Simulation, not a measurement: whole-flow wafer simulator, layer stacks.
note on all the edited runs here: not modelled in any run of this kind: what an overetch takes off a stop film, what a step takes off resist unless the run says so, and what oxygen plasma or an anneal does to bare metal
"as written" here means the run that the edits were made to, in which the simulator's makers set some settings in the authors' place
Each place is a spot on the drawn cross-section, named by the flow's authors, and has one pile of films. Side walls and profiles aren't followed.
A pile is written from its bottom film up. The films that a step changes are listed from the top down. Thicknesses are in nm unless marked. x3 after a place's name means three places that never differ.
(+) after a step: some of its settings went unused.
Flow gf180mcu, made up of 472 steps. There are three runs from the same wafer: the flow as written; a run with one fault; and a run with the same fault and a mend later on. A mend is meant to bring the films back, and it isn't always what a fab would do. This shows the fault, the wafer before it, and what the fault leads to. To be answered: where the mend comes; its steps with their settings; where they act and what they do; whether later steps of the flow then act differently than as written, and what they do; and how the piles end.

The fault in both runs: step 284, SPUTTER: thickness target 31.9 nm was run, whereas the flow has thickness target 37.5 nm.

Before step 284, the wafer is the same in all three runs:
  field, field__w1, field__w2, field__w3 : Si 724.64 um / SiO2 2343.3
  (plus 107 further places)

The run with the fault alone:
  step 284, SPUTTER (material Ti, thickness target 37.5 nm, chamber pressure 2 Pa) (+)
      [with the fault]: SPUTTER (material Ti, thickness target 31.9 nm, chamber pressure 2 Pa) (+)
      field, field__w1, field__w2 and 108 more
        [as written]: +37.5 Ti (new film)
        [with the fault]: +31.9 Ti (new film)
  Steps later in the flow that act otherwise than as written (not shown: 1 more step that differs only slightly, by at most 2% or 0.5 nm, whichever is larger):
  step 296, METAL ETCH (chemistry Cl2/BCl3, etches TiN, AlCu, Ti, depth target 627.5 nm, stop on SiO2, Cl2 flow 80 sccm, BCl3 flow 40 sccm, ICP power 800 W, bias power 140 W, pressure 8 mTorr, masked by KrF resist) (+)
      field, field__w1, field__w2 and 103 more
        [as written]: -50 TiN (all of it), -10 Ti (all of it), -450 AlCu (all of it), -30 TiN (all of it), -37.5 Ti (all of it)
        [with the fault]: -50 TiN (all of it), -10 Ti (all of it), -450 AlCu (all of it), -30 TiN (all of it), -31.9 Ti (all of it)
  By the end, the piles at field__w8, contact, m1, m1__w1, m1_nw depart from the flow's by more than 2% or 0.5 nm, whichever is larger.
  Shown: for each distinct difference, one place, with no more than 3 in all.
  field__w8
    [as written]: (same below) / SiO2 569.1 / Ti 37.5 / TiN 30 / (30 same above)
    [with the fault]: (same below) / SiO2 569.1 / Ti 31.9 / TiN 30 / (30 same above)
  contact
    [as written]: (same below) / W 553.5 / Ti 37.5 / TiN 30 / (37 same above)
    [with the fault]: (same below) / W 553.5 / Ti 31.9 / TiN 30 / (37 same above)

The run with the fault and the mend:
  The mend stands after step 284.
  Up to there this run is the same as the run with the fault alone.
  step 284a, SPUTTER (material Ti, thickness target 5.6 nm, chamber pressure 2 Pa) (+) (the flow's step 284 again, with other settings)
      field, field__w1, field__w2 and 108 more
        +5.6 Ti
  None of the later steps of the flow acts differently than as written at any place that is followed.
  The piles end the same as the flow's at every place that both follow.
